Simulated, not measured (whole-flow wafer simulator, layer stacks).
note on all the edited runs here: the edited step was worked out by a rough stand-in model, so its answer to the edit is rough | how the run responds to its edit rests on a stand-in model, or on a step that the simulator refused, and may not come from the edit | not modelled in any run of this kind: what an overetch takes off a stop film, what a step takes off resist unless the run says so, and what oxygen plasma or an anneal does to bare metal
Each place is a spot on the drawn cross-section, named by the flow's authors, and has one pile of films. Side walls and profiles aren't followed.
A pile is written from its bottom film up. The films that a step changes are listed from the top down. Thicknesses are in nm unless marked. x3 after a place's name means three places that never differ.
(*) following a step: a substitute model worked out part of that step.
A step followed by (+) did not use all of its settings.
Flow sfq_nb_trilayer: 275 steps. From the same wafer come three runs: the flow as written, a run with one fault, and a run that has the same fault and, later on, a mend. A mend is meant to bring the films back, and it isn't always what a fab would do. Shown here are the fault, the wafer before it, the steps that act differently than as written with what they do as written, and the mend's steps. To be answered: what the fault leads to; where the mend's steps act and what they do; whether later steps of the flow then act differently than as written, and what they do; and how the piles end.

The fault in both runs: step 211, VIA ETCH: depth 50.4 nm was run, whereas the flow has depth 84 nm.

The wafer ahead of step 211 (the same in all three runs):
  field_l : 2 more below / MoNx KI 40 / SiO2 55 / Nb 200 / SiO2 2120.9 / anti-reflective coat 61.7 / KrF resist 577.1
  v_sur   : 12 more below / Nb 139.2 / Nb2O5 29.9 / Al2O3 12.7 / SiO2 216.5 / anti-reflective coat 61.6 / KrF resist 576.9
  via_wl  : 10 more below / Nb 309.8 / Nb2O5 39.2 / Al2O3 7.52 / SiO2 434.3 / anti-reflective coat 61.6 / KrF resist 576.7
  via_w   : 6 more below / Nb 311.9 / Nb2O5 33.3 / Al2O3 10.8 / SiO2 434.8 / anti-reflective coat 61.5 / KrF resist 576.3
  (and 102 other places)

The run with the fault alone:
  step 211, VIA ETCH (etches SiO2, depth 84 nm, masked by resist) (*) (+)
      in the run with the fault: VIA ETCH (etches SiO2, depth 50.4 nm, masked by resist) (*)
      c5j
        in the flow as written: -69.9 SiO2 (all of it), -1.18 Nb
        in the run with the fault: -50.4 SiO2
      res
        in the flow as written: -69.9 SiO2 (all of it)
        in the run with the fault: -50.4 SiO2
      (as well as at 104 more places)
  Later steps of the flow acting differently than as written (5 more steps, not shown, differ only slightly: by at most 2% or 0.5 nm, whichever is larger):
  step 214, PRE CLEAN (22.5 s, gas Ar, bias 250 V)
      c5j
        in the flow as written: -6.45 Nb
        in the run with the fault: -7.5 SiO2
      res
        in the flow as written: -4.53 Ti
        in the run with the fault: -7.5 SiO2
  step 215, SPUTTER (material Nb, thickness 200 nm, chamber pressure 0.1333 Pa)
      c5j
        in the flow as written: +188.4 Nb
        in the run with the fault: +194.2 Nb (new film)
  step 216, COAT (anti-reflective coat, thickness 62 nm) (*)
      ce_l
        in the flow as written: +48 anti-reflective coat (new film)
        in the run with the fault: +53.1 anti-reflective coat (new film)
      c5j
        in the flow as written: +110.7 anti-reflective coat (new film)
        in the run with the fault: +96.6 anti-reflective coat (new film)
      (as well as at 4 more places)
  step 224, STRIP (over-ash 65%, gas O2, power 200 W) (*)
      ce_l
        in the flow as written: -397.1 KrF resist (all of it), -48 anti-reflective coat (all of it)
        in the run with the fault: -394 KrF resist (all of it), -53.1 anti-reflective coat (all of it)
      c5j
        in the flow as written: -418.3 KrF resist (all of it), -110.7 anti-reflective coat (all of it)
        in the run with the fault: -409.3 KrF resist (all of it), -96.6 anti-reflective coat (all of it)
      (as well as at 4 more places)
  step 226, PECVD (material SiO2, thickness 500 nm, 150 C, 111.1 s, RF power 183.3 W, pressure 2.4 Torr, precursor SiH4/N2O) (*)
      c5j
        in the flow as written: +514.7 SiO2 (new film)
        in the run with the fault: +500 SiO2 (new film)
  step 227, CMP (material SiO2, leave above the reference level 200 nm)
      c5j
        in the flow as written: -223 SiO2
        in the run with the fault: -233.7 SiO2
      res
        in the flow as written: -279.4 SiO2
        in the run with the fault: -299.1 SiO2
  The piles end different from the flow's at c5j, res by more than 2% or 0.5 nm, whichever is larger.
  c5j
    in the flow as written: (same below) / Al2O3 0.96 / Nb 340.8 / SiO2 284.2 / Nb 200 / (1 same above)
    in the run with the fault: (same below) / Al2O3 0.96 / Nb 160 / SiO2 12 / Nb 194.2 / SiO2 258.8 / Nb 200 / (1 same above)
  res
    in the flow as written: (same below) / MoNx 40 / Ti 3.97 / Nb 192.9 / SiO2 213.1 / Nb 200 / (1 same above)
    in the run with the fault: (same below) / MoNx 40 / Ti 8.5 / SiO2 12 / Nb 196.1 / SiO2 193.4 / Nb 200 / (1 same above)

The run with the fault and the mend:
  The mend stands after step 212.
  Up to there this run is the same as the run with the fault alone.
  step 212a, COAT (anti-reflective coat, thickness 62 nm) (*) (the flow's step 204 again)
      field_r, ln_m5, p4_fl x3 and 61 more
        +62 anti-reflective coat (new film)
      lsp_m, ln_m6, lsp_r and 6 more
        +61.9 anti-reflective coat (new film)
      v_sur, via_wl
        +61.5 anti-reflective coat (new film)
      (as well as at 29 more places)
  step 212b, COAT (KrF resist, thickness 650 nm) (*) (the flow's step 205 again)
      l0v, p4_fl x3, p4_w1 x9 and 35 more
        +650 KrF resist (new film)
      wl_b_m5, wl_b_sr, wl_c_sl and 12 more
        +649.9 KrF resist (new film)
      lsp_r, wl_j_sl, wl_j_sr
        +650.2 KrF resist (new film)
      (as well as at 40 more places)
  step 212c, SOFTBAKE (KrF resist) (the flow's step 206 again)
      alters no film at any place that is followed
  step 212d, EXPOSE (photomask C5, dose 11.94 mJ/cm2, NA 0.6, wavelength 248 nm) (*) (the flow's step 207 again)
      alters no film at any place that is followed
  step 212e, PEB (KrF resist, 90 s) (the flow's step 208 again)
      field_l, sp_r, moat and 79 more
        -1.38 KrF resist
      v_sur, via_wl, via_w, via_wr, via_sp, be_sur, jj_sur, res
        -1.37 KrF resist
      r5r_line_l, r5r_line_c, r5r_line_r
        -1.34 KrF resist
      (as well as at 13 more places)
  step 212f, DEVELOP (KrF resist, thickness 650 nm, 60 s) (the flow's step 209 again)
      field_l, v_sur, via_wl and 101 more
        -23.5 KrF resist
      c5j
        -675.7 KrF resist (all of it)
      res
        -643.8 KrF resist (all of it)
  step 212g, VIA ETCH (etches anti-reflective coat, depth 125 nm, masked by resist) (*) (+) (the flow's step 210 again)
      field_l, v_sur, via_wl and 101 more
        -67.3 KrF resist
      c5j
        -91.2 anti-reflective coat (all of it), -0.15 SiO2
      res
        -80.7 anti-reflective coat (all of it), -0.2 SiO2
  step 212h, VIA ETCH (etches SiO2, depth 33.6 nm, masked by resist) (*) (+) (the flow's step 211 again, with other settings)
      field_l, v_sur, via_wl and 101 more
        -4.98 KrF resist
      c5j
        -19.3 SiO2 (all of it), -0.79 Nb
      res
        -19.3 SiO2 (all of it)
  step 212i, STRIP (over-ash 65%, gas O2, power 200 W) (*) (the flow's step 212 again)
      p4_fl x3, p4_w1 x9, p4_g1 x2 and 33 more
        -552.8 KrF resist (all of it), -62 anti-reflective coat (all of it)
      wl_b_sl, wl_b_m5, wl_b_sr and 14 more
        -552.7 KrF resist (all of it), -62 anti-reflective coat (all of it)
      wl_j_sl, wl_j_sr
        -553 KrF resist (all of it), -60.2 anti-reflective coat (all of it)
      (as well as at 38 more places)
  Later steps of the flow that are run all act as written at every place that is followed, up to a difference of at most 2% or 0.5 nm, whichever is larger.
  The piles end only slightly different from the flow's at the places that both follow, by no more than 2% or 0.5 nm, whichever is larger.
